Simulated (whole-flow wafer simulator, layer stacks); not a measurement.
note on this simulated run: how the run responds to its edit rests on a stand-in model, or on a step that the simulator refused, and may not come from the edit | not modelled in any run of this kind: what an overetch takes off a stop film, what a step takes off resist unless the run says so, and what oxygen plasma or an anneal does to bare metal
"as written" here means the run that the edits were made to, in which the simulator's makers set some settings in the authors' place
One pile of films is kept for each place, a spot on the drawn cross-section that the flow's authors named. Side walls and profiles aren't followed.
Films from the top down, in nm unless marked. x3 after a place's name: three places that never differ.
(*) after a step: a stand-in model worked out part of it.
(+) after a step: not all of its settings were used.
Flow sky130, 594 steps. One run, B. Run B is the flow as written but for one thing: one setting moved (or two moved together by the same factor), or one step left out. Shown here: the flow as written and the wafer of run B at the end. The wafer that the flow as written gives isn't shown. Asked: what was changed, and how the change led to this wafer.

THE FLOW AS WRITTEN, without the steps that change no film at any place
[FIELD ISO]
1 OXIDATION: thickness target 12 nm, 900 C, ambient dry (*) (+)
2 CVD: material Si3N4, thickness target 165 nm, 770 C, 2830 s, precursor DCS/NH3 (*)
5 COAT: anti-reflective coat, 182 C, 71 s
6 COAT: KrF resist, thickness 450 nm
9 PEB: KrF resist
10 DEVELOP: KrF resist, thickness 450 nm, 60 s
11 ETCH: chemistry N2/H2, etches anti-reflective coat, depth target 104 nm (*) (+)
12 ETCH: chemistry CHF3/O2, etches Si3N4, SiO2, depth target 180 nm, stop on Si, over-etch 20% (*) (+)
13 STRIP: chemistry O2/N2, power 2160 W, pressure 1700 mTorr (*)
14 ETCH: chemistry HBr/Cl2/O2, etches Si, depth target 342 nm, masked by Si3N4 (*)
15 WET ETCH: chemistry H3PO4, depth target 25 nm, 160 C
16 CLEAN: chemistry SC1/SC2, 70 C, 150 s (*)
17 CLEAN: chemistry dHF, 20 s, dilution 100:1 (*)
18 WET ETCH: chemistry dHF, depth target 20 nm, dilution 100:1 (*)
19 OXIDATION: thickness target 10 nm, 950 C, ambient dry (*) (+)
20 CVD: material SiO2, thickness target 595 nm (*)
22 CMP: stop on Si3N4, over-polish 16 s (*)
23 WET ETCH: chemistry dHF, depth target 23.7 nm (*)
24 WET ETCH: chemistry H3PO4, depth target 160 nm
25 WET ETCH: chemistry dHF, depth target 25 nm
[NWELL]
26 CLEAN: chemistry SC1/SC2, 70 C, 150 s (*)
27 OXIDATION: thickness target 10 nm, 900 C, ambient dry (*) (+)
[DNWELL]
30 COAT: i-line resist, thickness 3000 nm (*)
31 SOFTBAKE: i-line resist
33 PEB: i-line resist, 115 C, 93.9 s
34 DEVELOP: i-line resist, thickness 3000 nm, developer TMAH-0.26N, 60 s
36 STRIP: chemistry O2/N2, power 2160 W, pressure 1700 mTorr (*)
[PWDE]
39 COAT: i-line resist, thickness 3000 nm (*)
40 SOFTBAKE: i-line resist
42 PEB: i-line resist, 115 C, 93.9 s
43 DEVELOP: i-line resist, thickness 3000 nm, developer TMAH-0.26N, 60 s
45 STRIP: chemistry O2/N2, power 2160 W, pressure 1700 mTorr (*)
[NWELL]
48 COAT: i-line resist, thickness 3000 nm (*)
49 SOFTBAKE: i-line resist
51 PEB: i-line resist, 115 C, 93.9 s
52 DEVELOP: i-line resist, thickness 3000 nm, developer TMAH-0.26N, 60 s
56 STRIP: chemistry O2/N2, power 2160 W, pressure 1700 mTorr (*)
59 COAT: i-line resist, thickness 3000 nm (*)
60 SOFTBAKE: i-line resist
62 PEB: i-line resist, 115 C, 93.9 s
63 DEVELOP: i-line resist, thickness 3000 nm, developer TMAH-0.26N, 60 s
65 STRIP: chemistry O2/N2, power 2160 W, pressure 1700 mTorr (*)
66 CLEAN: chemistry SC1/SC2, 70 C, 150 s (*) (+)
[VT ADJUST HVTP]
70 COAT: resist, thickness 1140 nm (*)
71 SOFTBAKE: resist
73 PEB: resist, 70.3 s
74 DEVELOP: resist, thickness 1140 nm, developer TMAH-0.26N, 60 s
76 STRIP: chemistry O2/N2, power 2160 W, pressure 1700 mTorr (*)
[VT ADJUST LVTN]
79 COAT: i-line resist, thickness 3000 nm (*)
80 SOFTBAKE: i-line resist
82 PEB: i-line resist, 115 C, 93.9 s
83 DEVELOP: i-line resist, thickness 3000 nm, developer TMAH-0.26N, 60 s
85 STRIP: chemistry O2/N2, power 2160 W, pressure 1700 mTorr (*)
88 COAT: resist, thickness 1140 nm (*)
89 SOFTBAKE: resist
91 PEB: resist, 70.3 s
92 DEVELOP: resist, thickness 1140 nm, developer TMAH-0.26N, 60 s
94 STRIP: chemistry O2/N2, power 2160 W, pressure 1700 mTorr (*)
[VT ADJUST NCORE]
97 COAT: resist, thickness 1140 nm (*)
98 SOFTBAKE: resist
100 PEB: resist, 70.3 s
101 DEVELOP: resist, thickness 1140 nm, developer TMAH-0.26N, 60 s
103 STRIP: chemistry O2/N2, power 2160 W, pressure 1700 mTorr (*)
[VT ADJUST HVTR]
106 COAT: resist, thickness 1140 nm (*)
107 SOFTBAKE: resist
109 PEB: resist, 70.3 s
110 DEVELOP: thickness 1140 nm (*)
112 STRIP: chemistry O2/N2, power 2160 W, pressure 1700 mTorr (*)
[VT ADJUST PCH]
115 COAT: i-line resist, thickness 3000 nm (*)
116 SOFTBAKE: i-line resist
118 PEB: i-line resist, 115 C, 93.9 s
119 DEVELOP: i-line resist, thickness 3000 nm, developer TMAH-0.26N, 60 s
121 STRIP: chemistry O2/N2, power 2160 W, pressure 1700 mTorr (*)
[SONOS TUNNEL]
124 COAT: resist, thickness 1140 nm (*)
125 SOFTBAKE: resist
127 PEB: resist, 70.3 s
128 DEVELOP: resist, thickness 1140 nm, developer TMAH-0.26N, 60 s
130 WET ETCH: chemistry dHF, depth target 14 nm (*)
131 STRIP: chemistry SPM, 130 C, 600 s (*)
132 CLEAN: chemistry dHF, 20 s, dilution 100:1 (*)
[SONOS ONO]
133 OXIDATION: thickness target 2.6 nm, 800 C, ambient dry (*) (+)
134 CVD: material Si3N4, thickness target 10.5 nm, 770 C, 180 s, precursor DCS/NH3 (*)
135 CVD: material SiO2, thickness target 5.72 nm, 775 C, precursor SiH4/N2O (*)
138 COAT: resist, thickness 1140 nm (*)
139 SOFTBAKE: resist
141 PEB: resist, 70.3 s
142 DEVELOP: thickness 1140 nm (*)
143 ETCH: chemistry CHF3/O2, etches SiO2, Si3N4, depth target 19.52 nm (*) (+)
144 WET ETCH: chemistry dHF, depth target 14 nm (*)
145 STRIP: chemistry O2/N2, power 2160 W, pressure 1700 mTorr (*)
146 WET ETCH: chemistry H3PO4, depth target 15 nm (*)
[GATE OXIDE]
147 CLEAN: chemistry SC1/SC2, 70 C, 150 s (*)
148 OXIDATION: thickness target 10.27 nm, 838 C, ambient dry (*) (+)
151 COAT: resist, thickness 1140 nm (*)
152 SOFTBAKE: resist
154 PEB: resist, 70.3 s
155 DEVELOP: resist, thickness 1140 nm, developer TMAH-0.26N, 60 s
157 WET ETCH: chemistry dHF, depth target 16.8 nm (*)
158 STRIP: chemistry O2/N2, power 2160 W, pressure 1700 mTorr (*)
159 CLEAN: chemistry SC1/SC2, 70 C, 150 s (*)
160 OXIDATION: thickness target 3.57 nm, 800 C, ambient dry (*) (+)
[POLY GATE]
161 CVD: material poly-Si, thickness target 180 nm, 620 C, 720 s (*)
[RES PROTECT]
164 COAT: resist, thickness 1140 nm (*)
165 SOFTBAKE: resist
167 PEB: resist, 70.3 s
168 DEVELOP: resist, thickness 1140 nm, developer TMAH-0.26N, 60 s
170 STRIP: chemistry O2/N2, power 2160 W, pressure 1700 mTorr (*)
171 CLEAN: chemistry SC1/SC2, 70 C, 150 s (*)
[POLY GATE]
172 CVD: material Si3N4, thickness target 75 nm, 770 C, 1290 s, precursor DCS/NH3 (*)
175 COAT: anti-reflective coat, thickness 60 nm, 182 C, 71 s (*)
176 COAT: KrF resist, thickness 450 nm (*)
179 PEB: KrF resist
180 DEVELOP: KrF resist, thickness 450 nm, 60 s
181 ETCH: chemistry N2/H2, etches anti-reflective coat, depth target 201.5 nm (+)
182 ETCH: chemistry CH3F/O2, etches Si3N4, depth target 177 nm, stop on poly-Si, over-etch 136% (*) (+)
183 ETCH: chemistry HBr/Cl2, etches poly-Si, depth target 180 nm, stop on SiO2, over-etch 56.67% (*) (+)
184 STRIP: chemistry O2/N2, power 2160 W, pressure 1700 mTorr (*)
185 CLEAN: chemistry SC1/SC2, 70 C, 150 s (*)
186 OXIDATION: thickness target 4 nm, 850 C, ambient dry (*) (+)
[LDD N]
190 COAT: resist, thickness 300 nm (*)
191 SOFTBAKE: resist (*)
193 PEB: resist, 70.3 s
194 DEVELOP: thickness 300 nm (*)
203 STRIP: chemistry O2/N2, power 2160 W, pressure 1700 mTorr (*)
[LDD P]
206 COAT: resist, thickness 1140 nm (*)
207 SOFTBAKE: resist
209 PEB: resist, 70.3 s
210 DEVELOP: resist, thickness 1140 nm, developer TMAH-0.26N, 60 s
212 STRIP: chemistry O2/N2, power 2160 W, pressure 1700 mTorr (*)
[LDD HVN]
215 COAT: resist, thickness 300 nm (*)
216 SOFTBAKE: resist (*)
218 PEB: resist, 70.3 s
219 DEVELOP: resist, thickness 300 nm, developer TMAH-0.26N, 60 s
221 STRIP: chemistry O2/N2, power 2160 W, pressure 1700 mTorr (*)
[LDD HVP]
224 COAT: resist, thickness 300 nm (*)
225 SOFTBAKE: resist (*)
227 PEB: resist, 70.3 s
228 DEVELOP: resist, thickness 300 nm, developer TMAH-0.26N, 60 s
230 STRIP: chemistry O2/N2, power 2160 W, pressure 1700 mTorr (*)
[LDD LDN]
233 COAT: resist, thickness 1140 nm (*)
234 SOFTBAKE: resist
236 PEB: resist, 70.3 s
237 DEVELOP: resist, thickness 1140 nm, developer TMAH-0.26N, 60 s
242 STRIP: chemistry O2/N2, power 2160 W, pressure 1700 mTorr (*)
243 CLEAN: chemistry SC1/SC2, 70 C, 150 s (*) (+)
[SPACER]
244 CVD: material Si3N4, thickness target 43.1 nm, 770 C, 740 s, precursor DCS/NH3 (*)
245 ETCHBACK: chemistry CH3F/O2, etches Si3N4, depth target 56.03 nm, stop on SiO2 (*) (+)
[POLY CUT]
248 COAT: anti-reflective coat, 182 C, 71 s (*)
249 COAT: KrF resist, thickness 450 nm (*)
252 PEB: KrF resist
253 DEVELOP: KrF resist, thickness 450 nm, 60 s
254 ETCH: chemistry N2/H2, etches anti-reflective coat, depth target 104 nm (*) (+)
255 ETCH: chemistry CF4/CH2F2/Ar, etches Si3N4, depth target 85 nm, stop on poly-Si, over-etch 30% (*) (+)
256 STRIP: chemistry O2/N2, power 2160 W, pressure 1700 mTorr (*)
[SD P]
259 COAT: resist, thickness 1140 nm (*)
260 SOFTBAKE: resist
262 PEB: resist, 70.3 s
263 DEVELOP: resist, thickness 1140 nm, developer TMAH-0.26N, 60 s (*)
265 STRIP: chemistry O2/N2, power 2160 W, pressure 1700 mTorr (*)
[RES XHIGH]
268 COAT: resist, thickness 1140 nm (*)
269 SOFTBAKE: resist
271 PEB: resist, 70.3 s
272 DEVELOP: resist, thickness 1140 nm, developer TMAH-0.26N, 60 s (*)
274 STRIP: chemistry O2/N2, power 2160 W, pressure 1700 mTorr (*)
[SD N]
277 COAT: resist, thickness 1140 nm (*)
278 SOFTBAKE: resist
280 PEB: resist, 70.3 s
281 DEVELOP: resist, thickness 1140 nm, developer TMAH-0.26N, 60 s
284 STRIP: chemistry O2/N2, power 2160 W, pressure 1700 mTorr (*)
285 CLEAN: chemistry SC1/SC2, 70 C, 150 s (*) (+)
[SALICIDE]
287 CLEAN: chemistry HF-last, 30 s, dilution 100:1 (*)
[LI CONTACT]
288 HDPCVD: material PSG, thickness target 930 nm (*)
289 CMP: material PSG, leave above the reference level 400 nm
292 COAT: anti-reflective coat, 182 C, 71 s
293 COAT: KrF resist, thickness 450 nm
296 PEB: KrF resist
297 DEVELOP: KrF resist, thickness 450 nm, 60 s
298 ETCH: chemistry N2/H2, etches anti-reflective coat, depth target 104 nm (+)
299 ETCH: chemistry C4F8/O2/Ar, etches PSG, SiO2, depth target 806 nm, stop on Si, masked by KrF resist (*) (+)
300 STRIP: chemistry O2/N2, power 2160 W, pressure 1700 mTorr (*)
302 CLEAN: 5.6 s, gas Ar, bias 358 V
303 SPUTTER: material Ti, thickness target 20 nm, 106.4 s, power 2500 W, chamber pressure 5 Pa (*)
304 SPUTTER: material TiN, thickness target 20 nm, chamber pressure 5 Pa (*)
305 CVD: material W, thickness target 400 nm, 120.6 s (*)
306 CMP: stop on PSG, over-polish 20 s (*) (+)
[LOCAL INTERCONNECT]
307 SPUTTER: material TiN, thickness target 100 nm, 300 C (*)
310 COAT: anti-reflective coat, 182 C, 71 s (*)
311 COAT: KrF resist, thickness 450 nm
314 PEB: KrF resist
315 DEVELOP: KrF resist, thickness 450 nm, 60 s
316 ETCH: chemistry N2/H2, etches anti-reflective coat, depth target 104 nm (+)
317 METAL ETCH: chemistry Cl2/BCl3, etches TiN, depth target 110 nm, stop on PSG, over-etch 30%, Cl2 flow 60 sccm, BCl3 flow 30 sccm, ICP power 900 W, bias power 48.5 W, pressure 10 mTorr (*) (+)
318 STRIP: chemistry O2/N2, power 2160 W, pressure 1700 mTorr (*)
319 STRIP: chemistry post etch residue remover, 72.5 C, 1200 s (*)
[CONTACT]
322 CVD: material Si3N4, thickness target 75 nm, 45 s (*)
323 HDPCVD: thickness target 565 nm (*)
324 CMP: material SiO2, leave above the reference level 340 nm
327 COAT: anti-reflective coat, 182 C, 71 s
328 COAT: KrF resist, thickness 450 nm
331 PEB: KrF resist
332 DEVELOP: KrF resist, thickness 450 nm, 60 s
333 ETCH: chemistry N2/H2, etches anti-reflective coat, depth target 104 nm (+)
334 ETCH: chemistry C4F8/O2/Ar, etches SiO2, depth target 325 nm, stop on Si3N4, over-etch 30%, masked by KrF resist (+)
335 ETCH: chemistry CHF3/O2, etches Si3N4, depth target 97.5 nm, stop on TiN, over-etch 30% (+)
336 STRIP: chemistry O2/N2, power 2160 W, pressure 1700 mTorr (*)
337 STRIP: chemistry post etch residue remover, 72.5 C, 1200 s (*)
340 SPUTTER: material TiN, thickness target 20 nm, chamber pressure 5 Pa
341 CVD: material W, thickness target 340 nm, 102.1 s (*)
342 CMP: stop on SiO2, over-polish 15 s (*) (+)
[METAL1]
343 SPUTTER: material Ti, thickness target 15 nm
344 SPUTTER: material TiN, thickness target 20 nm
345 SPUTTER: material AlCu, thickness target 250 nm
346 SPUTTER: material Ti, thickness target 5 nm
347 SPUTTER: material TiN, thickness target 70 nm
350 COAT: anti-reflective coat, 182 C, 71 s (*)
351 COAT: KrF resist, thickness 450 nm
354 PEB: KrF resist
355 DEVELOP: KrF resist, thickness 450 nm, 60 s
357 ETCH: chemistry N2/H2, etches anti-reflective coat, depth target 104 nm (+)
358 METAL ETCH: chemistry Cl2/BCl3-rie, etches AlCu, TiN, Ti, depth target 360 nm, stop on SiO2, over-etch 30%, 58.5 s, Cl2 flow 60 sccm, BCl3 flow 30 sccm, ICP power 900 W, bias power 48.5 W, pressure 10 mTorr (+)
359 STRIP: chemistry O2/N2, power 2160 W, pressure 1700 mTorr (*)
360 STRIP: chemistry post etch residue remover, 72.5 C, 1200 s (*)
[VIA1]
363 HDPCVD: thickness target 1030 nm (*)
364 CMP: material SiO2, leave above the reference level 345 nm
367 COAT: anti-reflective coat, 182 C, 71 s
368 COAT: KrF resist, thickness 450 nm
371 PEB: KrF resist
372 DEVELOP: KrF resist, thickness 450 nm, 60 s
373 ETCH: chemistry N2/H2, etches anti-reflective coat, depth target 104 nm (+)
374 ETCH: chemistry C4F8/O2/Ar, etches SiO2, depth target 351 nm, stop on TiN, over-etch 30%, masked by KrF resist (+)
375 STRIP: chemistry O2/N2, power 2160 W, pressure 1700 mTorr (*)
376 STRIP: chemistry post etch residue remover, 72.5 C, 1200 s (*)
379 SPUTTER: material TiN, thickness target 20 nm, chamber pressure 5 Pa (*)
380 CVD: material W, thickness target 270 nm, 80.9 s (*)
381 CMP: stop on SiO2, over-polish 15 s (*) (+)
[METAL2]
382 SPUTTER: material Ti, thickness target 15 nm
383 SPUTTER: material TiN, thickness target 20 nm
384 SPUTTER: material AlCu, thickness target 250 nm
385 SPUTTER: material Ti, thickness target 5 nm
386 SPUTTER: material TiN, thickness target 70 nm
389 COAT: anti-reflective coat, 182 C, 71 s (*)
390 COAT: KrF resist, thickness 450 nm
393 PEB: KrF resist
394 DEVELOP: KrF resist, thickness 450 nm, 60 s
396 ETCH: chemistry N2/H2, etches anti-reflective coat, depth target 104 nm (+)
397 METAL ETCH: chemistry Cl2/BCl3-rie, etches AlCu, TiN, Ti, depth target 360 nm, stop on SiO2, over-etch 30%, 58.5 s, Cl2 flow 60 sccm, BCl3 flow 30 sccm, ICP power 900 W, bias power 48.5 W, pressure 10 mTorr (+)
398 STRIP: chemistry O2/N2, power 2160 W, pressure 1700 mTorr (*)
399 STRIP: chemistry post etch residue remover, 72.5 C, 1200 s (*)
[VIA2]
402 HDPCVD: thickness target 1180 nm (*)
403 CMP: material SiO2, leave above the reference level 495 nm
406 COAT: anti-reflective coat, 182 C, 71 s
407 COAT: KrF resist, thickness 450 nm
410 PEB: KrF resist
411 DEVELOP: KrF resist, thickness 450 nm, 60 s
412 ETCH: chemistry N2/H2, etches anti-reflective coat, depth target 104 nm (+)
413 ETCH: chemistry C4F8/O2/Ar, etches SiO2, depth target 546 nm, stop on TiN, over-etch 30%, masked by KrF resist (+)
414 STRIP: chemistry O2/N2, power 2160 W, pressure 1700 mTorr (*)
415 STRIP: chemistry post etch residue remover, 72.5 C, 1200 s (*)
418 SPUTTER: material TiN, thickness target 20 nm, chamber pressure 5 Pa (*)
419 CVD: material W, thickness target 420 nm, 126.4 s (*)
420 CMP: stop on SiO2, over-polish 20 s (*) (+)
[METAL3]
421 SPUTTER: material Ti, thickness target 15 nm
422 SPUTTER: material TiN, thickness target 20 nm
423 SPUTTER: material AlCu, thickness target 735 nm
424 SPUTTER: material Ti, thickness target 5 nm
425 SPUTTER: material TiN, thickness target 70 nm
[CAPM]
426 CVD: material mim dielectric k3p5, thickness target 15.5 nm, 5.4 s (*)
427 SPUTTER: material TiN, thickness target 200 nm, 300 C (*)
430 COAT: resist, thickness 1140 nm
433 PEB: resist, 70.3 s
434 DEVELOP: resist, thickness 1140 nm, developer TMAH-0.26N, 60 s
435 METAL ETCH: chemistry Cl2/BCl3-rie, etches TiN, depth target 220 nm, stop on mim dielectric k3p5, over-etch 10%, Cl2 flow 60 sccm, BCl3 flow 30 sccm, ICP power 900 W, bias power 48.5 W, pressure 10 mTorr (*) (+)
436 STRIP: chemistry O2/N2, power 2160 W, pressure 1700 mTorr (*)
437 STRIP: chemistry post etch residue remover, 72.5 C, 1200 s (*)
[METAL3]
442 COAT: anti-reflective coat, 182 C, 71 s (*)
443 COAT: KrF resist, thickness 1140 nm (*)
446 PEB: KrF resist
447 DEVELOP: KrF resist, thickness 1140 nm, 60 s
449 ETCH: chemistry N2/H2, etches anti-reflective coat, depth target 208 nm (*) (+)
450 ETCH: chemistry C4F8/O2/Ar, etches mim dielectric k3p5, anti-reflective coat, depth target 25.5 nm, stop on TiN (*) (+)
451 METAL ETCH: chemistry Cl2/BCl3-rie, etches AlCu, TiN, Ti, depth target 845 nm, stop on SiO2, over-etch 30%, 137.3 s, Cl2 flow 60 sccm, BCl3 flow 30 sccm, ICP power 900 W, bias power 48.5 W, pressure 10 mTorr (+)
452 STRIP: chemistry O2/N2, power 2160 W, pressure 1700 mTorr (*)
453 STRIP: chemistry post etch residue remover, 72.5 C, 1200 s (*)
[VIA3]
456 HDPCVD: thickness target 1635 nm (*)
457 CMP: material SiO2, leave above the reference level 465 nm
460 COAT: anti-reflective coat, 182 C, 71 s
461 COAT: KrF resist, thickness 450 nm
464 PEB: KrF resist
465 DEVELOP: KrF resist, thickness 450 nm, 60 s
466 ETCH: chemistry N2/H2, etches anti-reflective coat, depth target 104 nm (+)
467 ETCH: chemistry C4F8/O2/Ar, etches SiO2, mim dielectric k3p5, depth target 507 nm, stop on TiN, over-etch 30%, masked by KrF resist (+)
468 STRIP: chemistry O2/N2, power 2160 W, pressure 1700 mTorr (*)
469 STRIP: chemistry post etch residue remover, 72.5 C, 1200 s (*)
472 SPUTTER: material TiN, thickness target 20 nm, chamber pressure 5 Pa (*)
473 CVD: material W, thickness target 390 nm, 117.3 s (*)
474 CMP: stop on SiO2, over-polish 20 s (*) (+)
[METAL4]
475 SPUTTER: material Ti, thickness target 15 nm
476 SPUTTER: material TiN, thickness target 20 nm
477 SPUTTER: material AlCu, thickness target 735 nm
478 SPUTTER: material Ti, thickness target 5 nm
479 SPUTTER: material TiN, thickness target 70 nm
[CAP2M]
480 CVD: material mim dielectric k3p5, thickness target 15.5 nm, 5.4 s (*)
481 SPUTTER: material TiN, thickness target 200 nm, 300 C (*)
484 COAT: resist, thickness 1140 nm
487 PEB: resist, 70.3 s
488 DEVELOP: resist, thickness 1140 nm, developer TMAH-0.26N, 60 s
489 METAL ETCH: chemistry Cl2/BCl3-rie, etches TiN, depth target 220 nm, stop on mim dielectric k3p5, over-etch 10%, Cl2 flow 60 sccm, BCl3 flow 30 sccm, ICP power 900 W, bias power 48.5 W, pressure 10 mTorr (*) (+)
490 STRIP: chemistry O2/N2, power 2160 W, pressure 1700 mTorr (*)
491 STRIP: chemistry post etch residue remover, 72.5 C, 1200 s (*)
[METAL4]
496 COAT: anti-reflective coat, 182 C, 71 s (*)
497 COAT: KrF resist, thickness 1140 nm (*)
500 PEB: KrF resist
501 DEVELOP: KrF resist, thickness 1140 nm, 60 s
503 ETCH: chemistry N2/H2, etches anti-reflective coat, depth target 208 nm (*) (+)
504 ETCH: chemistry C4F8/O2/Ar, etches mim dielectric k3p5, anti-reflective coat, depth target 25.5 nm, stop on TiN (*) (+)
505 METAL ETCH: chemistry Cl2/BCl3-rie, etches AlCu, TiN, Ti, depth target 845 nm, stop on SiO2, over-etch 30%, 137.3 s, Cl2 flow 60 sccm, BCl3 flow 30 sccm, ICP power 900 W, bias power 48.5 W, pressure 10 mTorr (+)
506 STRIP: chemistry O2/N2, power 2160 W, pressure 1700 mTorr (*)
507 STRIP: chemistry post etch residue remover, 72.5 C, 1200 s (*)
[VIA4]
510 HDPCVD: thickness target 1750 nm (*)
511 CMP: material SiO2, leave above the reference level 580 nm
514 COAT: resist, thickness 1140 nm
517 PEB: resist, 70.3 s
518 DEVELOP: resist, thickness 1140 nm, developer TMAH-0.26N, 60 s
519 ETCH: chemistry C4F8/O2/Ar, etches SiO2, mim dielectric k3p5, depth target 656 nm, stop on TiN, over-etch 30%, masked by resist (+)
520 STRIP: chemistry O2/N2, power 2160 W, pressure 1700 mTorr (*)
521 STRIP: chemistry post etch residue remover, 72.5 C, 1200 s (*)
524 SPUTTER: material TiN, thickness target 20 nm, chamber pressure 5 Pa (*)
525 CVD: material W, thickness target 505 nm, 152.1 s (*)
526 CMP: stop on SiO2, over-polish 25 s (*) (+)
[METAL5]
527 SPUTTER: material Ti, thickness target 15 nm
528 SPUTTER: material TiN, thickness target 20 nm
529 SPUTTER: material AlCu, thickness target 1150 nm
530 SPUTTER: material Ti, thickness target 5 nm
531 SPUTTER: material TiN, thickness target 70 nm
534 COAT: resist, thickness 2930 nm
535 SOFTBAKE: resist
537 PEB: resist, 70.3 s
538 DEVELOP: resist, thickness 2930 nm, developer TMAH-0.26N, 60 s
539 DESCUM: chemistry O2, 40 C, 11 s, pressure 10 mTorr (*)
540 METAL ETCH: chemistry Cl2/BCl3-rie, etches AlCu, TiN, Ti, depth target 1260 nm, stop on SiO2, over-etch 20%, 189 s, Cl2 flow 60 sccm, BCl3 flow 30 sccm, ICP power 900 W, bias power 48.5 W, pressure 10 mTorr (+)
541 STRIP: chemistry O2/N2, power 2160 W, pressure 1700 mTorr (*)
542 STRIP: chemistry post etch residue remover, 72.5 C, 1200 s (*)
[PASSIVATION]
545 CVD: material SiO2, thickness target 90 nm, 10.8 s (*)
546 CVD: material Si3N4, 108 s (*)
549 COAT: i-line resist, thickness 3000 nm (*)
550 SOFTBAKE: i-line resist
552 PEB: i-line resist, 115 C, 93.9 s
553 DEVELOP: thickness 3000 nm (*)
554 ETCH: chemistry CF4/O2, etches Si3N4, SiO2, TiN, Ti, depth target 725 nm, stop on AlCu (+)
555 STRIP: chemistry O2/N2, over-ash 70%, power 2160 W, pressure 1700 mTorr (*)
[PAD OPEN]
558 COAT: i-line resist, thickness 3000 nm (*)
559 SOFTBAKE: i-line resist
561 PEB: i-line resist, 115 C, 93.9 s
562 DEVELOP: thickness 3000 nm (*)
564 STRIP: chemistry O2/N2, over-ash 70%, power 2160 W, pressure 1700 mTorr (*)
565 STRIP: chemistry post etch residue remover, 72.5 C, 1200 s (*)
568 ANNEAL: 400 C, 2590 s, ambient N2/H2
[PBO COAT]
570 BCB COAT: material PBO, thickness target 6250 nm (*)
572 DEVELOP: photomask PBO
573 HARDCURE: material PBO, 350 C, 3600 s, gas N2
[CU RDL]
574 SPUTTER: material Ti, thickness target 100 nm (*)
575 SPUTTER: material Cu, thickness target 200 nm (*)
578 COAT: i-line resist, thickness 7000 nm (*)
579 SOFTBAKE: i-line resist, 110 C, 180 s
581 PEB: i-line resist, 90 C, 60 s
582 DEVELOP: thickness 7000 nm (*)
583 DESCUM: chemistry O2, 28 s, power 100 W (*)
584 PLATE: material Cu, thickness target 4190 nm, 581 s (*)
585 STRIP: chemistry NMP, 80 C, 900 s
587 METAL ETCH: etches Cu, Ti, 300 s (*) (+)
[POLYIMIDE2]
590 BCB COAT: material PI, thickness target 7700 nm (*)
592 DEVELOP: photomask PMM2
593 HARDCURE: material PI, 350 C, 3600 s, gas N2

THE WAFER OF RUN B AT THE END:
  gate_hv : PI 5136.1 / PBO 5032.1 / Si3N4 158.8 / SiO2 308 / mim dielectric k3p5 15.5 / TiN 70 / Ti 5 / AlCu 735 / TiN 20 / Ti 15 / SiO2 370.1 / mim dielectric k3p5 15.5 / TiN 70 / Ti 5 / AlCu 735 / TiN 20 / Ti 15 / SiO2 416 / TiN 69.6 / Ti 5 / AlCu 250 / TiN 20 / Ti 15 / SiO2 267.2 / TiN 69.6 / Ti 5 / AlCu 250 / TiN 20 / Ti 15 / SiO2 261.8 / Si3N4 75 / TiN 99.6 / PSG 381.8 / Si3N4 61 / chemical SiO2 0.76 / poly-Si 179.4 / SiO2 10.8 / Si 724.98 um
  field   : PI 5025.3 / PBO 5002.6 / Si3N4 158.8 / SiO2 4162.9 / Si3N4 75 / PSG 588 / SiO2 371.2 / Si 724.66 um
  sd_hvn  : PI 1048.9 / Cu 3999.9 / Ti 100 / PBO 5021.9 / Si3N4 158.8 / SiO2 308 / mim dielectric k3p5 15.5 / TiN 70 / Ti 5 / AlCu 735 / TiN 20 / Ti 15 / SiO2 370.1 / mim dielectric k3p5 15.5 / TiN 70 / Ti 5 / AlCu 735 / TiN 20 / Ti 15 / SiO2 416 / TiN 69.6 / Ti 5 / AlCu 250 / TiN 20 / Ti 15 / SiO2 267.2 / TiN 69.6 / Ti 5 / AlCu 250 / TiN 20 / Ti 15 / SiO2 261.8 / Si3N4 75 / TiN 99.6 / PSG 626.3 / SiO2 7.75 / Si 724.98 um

The cause: step 511, CMP: leave above the reference level 304 nm was run, where the flow has leave above the reference level 580 nm.

How the change led to this, step by step:
  511 CMP: material SiO2, leave above the reference level 580 nm
      n_well, p_well, gate_hv and 99 more: SiO2 -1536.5 (as written it would be: SiO2 -1260.5)
      field, active, gate and 77 more: SiO2 -650.7 (as written it would be: SiO2 -374.7)
      (and at 11 more places)
  519 ETCH: chemistry C4F8/O2/Ar, etches SiO2, mim dielectric k3p5, depth target 656 nm, stop on TiN, over-etch 30%, masked by resist (+)
      field, active, n_well and 188 more: resist -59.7 (as written it would be: resist -131.2)
      m1: SiO2 -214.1 (all of it), mim dielectric k3p5 -15.5 (all of it) (as written it would be: SiO2 -490.1 (all of it), mim dielectric k3p5 -15.5 (all of it))
      (and at 1 more place)
  520 STRIP: chemistry O2/N2, power 2160 W, pressure 1700 mTorr (*)
      field, active, n_well and 188 more: resist -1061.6 (all of it) (as written it would be: resist -990.1 (all of it))
  524 SPUTTER: material TiN, thickness target 20 nm, chamber pressure 5 Pa (*)
      m1, via4_hole: TiN +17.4 (as written it would be: TiN +15.3)
  525 CVD: material W, thickness target 505 nm, 152.1 s (*)
      m1: W +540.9 (new film) (as written it would be: W +1015.8 (new film))
      via4_hole: W +542 (new film) (as written it would be: W +1015.2 (new film))
  526 CMP: stop on SiO2, over-polish 25 s (*) (+)
      m1: W -335.9 (as written it would be: W -532.7)
      via4_hole: W -337.7 (as written it would be: W -532.7)
